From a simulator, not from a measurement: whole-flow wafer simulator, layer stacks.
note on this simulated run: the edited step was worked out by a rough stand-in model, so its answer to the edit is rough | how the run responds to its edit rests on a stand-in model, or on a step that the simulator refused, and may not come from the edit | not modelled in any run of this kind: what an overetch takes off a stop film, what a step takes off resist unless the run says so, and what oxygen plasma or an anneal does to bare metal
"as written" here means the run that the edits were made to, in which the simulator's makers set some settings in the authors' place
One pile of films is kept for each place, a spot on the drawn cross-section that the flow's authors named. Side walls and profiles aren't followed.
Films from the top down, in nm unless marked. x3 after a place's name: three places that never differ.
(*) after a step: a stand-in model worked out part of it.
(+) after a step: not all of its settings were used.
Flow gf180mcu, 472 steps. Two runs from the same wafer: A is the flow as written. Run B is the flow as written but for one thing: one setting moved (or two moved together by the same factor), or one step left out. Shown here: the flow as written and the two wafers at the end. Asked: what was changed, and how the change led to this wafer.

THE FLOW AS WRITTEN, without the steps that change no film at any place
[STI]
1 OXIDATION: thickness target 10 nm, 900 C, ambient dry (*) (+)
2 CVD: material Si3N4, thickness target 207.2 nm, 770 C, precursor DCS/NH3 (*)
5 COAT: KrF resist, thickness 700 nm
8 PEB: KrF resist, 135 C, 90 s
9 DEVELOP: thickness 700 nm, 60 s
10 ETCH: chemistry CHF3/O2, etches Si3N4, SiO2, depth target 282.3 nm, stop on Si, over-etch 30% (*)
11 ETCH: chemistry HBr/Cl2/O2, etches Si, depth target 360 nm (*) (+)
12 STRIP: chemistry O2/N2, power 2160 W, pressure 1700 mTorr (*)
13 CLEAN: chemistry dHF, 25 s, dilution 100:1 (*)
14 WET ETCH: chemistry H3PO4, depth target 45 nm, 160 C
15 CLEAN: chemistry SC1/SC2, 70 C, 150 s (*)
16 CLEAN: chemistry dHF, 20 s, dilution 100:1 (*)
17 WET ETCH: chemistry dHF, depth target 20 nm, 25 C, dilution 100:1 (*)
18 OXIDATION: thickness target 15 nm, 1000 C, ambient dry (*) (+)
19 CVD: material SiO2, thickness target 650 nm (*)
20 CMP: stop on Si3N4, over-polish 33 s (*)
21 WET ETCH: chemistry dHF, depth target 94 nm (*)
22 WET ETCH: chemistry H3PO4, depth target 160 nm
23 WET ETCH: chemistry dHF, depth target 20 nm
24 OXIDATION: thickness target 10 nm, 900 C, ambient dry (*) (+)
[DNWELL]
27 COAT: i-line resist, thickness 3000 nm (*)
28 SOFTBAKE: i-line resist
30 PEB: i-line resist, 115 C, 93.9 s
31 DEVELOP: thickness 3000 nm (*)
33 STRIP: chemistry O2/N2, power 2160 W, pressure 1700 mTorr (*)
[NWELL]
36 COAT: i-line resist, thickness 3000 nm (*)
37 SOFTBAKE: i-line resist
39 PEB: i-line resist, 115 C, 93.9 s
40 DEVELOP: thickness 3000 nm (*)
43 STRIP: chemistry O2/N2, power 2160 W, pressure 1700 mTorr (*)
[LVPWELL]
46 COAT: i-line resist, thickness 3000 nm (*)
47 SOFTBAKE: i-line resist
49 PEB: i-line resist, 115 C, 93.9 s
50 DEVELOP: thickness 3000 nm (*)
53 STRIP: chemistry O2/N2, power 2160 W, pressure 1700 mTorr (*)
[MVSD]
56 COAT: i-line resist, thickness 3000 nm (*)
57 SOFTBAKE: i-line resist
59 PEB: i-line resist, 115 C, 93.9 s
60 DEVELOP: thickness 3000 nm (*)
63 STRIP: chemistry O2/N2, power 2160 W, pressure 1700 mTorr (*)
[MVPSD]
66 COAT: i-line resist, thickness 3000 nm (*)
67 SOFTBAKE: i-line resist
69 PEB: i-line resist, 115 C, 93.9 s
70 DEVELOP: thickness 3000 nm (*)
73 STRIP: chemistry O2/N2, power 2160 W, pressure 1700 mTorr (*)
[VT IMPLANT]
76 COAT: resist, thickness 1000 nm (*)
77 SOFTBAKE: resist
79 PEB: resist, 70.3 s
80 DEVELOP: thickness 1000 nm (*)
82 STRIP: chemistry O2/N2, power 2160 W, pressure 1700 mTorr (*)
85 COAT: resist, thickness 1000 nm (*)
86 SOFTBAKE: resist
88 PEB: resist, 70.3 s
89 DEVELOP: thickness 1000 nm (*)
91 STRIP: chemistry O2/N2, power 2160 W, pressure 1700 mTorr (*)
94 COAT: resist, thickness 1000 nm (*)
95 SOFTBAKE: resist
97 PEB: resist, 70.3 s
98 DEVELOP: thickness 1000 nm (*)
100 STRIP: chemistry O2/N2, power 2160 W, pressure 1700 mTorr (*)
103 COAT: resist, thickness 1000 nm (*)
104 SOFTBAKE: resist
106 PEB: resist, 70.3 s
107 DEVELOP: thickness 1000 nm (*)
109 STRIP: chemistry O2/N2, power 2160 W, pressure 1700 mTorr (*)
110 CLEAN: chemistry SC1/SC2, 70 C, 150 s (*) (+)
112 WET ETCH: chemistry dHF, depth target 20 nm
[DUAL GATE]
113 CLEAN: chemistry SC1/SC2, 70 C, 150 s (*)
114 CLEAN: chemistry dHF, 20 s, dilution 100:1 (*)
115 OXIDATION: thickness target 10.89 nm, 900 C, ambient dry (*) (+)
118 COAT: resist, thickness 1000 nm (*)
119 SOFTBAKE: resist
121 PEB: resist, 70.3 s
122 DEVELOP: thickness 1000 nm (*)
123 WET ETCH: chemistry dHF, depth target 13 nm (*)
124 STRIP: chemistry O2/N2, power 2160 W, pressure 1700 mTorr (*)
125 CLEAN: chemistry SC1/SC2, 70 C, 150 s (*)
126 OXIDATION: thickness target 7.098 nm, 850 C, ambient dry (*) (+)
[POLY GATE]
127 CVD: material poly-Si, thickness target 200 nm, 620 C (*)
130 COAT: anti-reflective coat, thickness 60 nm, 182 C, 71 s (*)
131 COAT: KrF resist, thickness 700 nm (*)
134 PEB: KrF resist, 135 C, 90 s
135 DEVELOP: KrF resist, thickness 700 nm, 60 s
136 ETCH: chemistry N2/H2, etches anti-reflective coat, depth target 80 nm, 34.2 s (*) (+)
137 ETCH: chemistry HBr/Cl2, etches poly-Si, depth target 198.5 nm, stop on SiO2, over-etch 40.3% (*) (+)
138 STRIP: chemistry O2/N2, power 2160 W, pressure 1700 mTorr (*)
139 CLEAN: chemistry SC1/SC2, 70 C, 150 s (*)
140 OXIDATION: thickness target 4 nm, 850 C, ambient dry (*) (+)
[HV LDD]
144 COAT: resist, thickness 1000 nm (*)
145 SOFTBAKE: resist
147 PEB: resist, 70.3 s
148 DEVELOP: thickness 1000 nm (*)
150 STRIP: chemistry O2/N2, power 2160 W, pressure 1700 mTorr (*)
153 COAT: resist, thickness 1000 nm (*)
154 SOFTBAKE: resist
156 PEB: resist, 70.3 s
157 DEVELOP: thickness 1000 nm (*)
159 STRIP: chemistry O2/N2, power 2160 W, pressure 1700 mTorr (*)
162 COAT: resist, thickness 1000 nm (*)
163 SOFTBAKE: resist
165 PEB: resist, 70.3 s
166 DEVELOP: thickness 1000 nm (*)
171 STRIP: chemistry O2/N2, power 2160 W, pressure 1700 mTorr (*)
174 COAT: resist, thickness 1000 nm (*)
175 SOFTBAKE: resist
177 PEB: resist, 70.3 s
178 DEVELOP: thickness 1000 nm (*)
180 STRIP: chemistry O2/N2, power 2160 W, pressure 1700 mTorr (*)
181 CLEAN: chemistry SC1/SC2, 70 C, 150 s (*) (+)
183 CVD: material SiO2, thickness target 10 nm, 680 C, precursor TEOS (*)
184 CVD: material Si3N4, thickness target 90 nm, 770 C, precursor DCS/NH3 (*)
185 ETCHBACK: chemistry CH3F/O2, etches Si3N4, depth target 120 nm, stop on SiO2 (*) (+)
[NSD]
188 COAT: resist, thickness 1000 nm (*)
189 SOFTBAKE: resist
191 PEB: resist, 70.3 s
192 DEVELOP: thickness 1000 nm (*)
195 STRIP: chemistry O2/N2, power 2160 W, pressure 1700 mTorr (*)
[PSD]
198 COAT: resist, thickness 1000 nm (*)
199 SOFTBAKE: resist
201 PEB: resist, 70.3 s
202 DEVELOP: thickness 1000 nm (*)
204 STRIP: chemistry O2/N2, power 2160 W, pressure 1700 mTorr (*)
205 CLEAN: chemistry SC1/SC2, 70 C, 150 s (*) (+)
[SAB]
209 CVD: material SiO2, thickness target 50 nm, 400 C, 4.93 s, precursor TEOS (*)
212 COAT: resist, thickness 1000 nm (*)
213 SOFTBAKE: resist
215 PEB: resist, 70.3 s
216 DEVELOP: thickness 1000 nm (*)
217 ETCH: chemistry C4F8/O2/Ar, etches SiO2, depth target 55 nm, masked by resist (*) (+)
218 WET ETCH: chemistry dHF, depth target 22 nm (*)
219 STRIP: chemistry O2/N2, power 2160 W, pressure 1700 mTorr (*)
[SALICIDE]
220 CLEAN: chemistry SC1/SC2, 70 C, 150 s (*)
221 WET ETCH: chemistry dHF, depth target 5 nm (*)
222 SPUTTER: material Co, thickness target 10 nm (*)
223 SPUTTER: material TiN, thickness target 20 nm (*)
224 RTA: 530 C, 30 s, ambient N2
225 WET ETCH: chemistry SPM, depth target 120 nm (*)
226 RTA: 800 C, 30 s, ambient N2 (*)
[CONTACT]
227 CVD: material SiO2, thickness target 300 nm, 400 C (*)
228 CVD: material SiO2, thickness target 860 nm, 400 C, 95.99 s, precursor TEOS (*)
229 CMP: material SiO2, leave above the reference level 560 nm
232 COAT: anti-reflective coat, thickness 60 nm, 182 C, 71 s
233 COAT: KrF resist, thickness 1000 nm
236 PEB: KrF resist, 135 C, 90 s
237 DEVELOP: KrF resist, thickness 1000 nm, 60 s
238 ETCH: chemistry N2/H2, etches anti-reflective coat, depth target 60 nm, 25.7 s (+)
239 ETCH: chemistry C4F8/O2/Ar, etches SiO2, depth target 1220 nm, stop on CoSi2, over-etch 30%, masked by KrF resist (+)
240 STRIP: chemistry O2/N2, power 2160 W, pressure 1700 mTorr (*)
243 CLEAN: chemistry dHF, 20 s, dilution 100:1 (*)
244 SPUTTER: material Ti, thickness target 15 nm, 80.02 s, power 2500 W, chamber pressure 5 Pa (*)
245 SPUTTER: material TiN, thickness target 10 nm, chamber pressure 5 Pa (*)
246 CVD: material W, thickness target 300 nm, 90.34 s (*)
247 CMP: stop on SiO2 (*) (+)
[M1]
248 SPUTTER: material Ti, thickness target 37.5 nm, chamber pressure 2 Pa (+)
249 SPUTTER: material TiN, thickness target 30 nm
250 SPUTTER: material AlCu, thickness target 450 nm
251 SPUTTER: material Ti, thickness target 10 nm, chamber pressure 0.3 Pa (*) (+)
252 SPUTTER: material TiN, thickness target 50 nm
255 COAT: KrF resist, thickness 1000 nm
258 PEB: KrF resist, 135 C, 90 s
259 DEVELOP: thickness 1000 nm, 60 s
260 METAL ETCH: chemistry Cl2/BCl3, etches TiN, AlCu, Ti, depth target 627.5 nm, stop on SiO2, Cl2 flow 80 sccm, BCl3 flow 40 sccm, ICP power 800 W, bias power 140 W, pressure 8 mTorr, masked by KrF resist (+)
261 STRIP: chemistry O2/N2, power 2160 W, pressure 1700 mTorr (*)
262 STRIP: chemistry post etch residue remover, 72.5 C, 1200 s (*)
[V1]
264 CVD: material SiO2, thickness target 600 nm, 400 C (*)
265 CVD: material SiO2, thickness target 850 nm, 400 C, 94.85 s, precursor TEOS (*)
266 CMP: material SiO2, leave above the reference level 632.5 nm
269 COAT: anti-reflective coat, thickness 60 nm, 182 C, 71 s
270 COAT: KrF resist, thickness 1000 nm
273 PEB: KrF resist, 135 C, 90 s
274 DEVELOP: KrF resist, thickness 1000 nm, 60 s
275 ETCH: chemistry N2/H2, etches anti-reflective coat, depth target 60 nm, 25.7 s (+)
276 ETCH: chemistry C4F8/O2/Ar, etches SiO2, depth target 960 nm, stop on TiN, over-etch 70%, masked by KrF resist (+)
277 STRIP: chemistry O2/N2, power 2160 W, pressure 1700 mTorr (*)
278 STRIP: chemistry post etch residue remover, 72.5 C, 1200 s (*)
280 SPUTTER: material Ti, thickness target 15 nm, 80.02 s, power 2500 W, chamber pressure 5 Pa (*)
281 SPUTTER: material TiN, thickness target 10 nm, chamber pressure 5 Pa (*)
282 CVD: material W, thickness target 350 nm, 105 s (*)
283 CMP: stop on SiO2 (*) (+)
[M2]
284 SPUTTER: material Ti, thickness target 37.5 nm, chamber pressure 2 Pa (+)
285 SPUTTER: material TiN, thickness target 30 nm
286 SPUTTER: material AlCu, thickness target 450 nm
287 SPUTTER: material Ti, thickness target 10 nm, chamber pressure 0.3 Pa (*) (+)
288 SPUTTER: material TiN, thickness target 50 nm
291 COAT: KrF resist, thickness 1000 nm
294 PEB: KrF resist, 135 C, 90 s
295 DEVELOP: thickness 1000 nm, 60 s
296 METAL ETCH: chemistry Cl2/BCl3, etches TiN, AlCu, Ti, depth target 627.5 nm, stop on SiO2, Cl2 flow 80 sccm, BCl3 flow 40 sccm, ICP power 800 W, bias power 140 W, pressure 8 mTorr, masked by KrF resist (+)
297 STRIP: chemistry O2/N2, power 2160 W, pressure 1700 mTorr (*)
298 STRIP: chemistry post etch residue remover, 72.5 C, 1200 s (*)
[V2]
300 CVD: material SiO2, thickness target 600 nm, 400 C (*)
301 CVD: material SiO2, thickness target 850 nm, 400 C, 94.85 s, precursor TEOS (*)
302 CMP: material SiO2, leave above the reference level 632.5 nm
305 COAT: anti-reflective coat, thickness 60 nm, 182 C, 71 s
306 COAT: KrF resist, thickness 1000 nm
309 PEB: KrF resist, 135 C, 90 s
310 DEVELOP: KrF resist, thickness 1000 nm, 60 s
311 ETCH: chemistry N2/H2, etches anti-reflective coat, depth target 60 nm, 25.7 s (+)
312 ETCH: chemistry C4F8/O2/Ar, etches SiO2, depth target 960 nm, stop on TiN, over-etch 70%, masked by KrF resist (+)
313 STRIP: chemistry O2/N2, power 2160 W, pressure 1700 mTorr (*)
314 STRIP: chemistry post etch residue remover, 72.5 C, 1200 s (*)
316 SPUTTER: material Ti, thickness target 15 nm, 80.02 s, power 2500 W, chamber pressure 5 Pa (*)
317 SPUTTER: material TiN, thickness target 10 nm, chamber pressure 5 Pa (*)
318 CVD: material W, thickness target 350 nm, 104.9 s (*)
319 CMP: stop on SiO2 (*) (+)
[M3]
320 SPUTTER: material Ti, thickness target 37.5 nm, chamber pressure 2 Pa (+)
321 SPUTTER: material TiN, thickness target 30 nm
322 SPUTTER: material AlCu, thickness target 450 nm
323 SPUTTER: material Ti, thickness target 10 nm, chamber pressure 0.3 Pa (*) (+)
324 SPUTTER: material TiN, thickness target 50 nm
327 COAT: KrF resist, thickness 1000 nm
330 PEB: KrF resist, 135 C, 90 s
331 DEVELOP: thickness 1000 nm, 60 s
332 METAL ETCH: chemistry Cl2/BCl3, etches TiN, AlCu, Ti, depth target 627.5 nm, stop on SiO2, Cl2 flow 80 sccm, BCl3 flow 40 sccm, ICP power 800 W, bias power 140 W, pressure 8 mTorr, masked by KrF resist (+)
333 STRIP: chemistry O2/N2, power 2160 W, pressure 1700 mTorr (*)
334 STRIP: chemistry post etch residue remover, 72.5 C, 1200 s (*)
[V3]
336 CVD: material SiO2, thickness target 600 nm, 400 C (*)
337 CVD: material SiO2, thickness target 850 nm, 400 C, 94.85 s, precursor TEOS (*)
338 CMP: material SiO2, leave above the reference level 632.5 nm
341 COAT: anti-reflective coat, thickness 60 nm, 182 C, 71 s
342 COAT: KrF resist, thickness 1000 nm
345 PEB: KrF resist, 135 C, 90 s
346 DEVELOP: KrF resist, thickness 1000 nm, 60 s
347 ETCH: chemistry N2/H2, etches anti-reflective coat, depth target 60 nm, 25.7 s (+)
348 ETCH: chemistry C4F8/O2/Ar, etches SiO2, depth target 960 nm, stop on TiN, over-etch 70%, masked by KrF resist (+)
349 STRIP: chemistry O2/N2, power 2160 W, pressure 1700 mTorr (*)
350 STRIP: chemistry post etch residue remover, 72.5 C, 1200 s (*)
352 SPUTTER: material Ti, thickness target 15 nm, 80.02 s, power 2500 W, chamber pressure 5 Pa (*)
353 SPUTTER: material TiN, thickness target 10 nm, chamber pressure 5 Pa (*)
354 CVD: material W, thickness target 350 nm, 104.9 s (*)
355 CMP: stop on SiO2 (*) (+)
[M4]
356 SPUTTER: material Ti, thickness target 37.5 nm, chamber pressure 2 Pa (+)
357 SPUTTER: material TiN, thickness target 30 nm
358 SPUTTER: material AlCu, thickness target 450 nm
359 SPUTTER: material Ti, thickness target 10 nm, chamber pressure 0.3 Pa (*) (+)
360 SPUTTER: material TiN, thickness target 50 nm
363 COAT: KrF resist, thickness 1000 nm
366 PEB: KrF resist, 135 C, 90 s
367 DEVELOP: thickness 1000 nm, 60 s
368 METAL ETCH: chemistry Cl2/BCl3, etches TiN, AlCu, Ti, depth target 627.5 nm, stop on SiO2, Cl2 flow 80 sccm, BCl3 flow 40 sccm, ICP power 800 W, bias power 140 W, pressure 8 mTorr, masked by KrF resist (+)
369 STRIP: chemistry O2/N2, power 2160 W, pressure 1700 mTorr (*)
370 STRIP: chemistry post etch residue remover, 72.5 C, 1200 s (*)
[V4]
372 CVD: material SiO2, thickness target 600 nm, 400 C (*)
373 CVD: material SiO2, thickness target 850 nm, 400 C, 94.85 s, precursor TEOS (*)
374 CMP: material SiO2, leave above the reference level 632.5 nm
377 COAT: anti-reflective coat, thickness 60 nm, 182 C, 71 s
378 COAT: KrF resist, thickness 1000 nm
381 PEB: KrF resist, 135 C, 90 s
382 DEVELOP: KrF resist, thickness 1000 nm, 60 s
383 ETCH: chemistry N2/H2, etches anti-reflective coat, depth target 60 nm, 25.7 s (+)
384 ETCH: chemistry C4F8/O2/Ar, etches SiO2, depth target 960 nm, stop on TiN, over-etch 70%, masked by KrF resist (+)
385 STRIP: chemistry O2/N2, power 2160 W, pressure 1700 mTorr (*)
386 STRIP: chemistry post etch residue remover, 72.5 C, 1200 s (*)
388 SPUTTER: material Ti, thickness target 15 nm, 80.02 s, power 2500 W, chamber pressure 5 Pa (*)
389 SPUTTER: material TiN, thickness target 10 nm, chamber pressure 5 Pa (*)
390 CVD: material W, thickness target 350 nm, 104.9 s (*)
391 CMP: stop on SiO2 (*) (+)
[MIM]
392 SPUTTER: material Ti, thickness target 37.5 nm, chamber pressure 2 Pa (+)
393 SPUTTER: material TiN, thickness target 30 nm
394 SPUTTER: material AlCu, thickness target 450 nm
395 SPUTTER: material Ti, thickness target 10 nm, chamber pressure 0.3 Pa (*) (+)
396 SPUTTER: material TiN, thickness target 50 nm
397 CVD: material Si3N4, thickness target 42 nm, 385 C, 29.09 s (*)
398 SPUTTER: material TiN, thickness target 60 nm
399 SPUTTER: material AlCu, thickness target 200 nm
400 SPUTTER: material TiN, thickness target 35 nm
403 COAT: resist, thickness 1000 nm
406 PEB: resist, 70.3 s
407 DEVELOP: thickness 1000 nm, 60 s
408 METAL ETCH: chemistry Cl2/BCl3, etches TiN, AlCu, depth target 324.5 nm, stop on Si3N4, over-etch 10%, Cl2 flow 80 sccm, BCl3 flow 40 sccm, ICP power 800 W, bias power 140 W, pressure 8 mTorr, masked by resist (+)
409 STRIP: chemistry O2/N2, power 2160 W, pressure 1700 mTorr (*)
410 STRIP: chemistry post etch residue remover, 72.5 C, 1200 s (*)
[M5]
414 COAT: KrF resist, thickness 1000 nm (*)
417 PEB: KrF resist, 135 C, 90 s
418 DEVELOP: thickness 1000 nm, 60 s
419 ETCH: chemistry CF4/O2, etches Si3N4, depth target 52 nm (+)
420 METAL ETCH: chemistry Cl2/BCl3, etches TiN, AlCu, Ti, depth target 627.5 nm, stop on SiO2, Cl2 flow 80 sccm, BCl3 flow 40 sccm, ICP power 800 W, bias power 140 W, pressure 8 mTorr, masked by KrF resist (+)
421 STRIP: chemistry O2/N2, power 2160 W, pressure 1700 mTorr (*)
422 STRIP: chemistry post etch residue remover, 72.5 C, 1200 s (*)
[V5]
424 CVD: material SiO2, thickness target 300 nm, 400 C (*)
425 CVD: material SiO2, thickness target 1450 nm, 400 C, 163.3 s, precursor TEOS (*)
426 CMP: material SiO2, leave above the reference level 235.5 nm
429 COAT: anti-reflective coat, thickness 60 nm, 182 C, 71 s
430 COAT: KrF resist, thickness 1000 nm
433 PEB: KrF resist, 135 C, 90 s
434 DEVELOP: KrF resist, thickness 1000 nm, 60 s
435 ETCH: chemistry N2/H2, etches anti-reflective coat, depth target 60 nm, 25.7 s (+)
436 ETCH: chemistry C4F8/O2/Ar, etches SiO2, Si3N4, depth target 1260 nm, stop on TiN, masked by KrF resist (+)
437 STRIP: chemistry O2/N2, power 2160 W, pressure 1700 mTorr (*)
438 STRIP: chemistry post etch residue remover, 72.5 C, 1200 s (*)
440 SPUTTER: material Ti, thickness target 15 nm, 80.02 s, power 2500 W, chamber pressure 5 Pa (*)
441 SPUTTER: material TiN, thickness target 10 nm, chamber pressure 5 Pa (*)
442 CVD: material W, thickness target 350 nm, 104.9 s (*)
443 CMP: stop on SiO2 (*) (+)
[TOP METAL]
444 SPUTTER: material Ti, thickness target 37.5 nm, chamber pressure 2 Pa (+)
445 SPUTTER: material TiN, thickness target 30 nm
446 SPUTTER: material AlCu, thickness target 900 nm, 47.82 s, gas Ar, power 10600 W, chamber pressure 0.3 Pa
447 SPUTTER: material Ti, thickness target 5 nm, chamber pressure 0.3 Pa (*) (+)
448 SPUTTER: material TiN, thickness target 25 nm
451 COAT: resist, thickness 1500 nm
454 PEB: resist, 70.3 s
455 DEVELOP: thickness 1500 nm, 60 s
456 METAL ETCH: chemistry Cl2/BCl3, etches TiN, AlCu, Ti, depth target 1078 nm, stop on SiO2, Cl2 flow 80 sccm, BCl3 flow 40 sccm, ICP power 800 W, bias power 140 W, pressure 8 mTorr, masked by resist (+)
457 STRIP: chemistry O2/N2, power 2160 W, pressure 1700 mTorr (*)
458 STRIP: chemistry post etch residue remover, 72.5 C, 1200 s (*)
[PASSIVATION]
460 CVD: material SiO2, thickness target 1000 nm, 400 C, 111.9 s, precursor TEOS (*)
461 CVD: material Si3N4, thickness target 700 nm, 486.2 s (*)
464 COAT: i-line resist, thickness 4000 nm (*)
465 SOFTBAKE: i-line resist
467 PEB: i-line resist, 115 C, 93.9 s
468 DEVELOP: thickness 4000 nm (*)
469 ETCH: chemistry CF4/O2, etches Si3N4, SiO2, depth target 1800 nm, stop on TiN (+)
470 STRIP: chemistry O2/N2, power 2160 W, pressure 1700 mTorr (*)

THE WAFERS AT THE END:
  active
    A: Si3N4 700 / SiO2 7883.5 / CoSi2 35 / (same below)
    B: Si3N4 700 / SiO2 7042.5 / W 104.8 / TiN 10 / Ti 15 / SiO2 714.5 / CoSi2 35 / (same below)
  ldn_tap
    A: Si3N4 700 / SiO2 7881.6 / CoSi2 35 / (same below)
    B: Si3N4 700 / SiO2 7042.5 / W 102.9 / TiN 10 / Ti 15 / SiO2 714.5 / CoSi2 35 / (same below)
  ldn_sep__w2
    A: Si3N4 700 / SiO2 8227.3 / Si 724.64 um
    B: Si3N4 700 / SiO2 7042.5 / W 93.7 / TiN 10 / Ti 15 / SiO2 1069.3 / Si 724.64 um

The cause: step 228, CVD: thickness target 408 nm was run, where the flow has thickness target 860 nm; step 228, CVD: 45.6 s was run, where the flow has 95.99 s.

How the change led to this, step by step:
  228 CVD: material SiO2, thickness target 860 nm, 400 C, 95.99 s, precursor TEOS (*)
      field, field__w7, field__w8 and 70 more: A SiO2 +860 | B SiO2 +418
      field__w3, field__w12: A SiO2 +807.3 | B SiO2 +396.1
      (and at 36 more places)
  229 CMP: material SiO2, leave above the reference level 560 nm
      ldn_sep__w1, ldn_sep__w2, ldn_dft and 8 more: A SiO2 -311 | B nothing
      active, p_well, sd_n, iso_ptap_pw, iso_ntap_nw, iso_ptap_sub, vpnp_e: A SiO2 -299.9 | B nothing
      (and at 93 more places)
  232 COAT: anti-reflective coat, thickness 60 nm, 182 C, 71 s
      sti, mim_1p0, pad, dice_street: A anti-reflective coat +60 (new film) | B anti-reflective coat +62.9 (new film)
      field__w2, active: A anti-reflective coat +60 (new film) | B anti-reflective coat +135.2 (new film)
      (and at 97 more places)
  233 COAT: KrF resist, thickness 1000 nm
      field: A KrF resist +1000 (new film) | B KrF resist +1023 (new film)
      field__w1: A KrF resist +1000 (new film) | B KrF resist +1028.1 (new film)
      (and at 56 more places)
  236 PEB: KrF resist, 135 C, 90 s
      field_sub__w1, mim: A KrF resist -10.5 | B KrF resist -11.5
      ld_gate_n, ld_gate_p: A KrF resist -10.5 | B KrF resist -9.63
      (and at 24 more places)
  237 DEVELOP: KrF resist, thickness 1000 nm, 60 s
      contact: A KrF resist -989.5 (all of it) | B KrF resist -1028.4 (all of it)
      polyc_n: A KrF resist -989.5 (all of it) | B KrF resist -928 (all of it)
      (and at 1 more place)
  238 ETCH: chemistry N2/H2, etches anti-reflective coat, depth target 60 nm, 25.7 s (+)
      contact: A anti-reflective coat -60 (all of it), SiO2 -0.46 | B anti-reflective coat -58 (all of it), SiO2 -0.51
      polyc_n: A anti-reflective coat -60 (all of it), SiO2 -0.46 | B anti-reflective coat -18.5 (all of it), SiO2 -1.52
      (and at 1 more place)
  239 ETCH: chemistry C4F8/O2/Ar, etches SiO2, depth target 1220 nm, stop on CoSi2, over-etch 30%, masked by KrF resist (+)
      field, field__w1, field__w2 and 105 more: A KrF resist -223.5 | B KrF resist -184.6
      contact: A SiO2 -859.5 (all of it) | B SiO2 -709.9 (all of it)
  240 STRIP: chemistry O2/N2, power 2160 W, pressure 1700 mTorr (*)
      sti, mim_1p0, pad, dice_street: A KrF resist -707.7 (all of it), anti-reflective coat -60 (all of it) | B KrF resist -766.7 (all of it), anti-reflective coat -62.9 (all of it)
      p_well, sd_n: A KrF resist -707.7 (all of it), anti-reflective coat -60 (all of it) | B KrF resist -766.7 (all of it), anti-reflective coat -59.8 (all of it)
      (and at 102 more places)
  244 SPUTTER: material Ti, thickness target 15 nm, 80.02 s, power 2500 W, chamber pressure 5 Pa (*)
      field__w3, ld_sd_n, ld_sd_p: A Ti +15 (new film) | B Ti +14.3 (new film)
      field__w12, ld_drift_n: A Ti +15 (new film) | B Ti +13.6 (new film)
      (and at 3 more places)
  245 SPUTTER: material TiN, thickness target 10 nm, chamber pressure 5 Pa (*)
      field__w12: A TiN +10 (new film) | B TiN +9.05 (new film)
      contact: A TiN +5.48 (new film) | B TiN +6 (new film)
      (and at 2 more places)
  246 CVD: material W, thickness target 300 nm, 90.34 s (*)
      contact: A W +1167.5 (new film) | B W +1009.1 (new film)
  247 CMP: stop on SiO2 (*) (+)
      gate, gate_hv, gate_p and 23 more: A W -300 (all of it), TiN -10 (all of it), Ti -15 (all of it), SiO2 -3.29 | B W -300 (all of it), TiN -10 (all of it), Ti -15 (all of it)
      ldn_sep__w1, ldn_sep__w2, ldn_dft and 8 more: A W -300 (all of it), TiN -10 (all of it), Ti -15 (all of it), SiO2 -3.29 | B W -194
      (and at 72 more places)
  260 METAL ETCH: chemistry Cl2/BCl3, etches TiN, AlCu, Ti, depth target 627.5 nm, stop on SiO2, Cl2 flow 80 sccm, BCl3 flow 40 sccm, ICP power 800 W, bias power 140 W, pressure 8 mTorr, masked by KrF resist (+)
      field, field__w1, field__w2 and 75 more: A TiN -50 (all of it), Ti -10 (all of it), AlCu -450 (all of it), TiN -30 (all of it), Ti -37.5 (all of it) | B TiN -50 (all of it), Ti -10 (all of it), AlCu -450 (all of it), TiN -30 (all of it), Ti -37.5 (all of it), W -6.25
  262 STRIP: chemistry post etch residue remover, 72.5 C, 1200 s (*)
      field, field__w1, field__w2 and 74 more: A nothing | B W -6.01
      spacer: A nothing | B W -5.87 (all of it), TiN -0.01
  264 CVD: material SiO2, thickness target 600 nm, 400 C (*)
      field, field__w1, field__w2 and 75 more: A SiO2 +600 | B SiO2 +600 (new film)
  266 CMP: material SiO2, leave above the reference level 632.5 nm
      field, field__w1, field__w2 and 74 more: A SiO2 -300 | B SiO2 -287.7
      spacer: A SiO2 -300 | B SiO2 -287.9
Counting metal films that touch as one body, active has 2 bodies (between them, from the top down: SiO2 714.5); the flow as written gives 1 body.
Counting metal films that touch as one body, ldn_tap has 2 bodies (between them, from the top down: SiO2 714.5); the flow as written gives 1 body.
Counting metal films that touch as one body, ldn_sep__w2 has 1 body; the flow as written gives 0 bodies.
